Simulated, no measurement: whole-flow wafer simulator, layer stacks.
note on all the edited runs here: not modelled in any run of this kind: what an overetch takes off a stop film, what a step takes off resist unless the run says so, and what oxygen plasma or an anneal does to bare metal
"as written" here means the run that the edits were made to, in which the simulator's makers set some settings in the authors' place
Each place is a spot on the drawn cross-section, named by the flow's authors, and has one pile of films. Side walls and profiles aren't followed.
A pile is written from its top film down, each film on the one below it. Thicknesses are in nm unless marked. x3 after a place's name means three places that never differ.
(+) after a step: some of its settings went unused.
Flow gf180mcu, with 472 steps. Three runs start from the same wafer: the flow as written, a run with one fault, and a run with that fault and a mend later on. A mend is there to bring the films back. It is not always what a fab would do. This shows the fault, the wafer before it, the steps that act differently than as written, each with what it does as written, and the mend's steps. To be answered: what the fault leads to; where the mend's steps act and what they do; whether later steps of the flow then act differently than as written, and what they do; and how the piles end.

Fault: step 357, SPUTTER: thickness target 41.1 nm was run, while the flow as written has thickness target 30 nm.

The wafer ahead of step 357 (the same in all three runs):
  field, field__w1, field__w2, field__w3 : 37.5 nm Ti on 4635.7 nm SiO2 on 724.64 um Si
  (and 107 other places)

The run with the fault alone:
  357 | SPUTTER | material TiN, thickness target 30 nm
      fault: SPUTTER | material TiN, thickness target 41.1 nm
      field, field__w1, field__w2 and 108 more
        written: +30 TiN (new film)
        fault: +41.1 TiN (new film)
  Steps later in the flow that act otherwise than as written:
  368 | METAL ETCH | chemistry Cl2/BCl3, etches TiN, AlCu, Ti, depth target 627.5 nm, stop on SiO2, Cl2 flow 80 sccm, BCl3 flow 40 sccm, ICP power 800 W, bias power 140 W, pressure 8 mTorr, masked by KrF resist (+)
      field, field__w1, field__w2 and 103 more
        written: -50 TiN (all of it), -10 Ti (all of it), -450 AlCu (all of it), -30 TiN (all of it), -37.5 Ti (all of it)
        fault: -50 TiN (all of it), -10 Ti (all of it), -450 AlCu (all of it), -41.1 TiN (all of it), -37.5 Ti (all of it)
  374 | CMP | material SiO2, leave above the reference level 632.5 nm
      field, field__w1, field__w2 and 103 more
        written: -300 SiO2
        fault: -288.9 SiO2
  By the end, the piles at field__w8, contact, m1, m1__w1, m1_nw depart from the flow's by more than 2% or 0.5 nm, whichever is larger.
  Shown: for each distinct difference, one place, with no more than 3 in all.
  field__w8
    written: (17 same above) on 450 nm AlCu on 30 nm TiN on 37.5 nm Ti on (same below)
    fault: (17 same above) on 450 nm AlCu on 41.1 nm TiN on 37.5 nm Ti on (same below)
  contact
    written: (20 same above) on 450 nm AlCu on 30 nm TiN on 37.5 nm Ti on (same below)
    fault: (20 same above) on 450 nm AlCu on 41.1 nm TiN on 37.5 nm Ti on (same below)

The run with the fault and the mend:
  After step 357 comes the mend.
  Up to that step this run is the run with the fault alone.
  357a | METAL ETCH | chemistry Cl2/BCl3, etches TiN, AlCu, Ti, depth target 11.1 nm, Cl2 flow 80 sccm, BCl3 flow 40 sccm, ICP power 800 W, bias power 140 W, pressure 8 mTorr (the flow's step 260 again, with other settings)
      field, field__w1, field__w2 and 108 more
        -11.1 TiN
  Later steps of the flow that are run all act as written at every place that is followed.
  By the end, the piles equal the flow's at every place that both follow.
